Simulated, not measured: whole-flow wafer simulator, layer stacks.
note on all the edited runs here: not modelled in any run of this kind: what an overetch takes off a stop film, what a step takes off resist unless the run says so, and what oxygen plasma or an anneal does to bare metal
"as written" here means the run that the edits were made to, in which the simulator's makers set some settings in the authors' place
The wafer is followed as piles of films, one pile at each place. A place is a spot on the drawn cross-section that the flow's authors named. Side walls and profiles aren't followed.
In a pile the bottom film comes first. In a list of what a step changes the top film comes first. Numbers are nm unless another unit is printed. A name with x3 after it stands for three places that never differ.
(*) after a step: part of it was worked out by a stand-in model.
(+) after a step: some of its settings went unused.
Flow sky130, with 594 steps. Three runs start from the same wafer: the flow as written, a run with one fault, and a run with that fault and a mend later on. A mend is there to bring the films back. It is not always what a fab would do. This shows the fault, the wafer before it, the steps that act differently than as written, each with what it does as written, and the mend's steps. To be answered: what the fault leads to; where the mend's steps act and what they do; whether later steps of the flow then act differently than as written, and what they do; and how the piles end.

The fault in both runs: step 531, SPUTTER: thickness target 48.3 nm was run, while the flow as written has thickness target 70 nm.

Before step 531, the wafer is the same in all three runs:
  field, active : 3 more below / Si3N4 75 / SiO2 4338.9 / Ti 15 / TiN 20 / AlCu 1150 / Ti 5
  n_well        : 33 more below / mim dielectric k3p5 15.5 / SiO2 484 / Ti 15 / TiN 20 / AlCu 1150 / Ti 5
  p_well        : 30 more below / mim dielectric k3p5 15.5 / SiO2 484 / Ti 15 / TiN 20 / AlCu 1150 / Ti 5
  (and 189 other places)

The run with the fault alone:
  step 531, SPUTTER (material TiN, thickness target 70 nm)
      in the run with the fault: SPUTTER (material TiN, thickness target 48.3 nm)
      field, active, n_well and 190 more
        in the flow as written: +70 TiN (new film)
        in the run with the fault: +48.3 TiN (new film)
  Later steps of the flow acting differently than as written (18 other steps are not shown; they differ only slightly, by no more than 2% or 0.5 nm, whichever is larger):
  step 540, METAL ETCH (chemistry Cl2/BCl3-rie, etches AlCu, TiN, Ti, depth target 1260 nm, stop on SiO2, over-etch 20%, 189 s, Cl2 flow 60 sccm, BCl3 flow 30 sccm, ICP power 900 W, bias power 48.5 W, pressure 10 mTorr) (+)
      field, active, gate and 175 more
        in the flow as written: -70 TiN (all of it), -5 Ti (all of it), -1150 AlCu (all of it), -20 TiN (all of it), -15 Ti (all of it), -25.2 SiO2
        in the run with the fault: -48.3 TiN (all of it), -5 Ti (all of it), -1150 AlCu (all of it), -20 TiN (all of it), -15 Ti (all of it), -27.4 SiO2
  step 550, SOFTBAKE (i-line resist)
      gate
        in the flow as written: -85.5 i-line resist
        in the run with the fault: -83.4 i-line resist
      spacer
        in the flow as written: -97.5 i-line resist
        in the run with the fault: -95 i-line resist
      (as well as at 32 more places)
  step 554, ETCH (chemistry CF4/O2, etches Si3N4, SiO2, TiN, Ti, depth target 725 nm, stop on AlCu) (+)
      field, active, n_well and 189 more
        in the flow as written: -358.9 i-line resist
        in the run with the fault: -337.2 i-line resist
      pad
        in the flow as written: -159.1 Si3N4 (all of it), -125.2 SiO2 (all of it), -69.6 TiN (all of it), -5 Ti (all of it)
        in the run with the fault: -159.1 Si3N4 (all of it), -125.2 SiO2 (all of it), -47.9 TiN (all of it), -5 Ti (all of it)
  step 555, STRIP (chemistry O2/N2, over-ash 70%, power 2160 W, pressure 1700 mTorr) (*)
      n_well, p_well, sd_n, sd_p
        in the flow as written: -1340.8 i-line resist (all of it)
        in the run with the fault: -1381.6 i-line resist (all of it)
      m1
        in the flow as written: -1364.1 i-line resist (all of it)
        in the run with the fault: -1404.5 i-line resist (all of it)
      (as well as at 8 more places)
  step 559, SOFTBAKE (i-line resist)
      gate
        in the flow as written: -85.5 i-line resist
        in the run with the fault: -83.4 i-line resist
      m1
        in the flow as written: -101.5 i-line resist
        in the run with the fault: -98.9 i-line resist
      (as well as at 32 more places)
  The piles end different from the flow's at n_well, p_well, sd_n and 11 more by more than 2% or 0.5 nm, whichever is larger.
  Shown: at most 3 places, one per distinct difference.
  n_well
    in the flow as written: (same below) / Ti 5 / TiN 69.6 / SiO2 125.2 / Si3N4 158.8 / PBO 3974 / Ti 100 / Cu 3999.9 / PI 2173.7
    in the run with the fault: (same below) / Ti 5 / TiN 47.9 / SiO2 125.2 / Si3N4 158.8 / PBO 3989.6 / Ti 100 / Cu 3999.9 / PI 2176.2
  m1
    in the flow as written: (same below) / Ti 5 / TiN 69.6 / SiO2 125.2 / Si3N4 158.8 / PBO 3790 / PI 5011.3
    in the run with the fault: (same below) / Ti 5 / TiN 47.9 / SiO2 125.2 / Si3N4 158.8 / PBO 3808 / PI 5012.4
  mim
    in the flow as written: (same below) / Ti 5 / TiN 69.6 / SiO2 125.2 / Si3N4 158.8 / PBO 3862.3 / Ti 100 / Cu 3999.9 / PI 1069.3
    in the run with the fault: (same below) / Ti 5 / TiN 47.9 / SiO2 125.2 / Si3N4 158.8 / PBO 3879 / Ti 100 / Cu 3999.9 / PI 1071.3

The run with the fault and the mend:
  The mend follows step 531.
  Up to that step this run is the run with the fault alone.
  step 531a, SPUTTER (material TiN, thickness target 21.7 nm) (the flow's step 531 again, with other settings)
      field, active, n_well and 190 more
        +21.7 TiN
  None of the later steps of the flow acts differently than as written at any place that is followed.
  At every place that both follow, the piles at the end match the flow's.
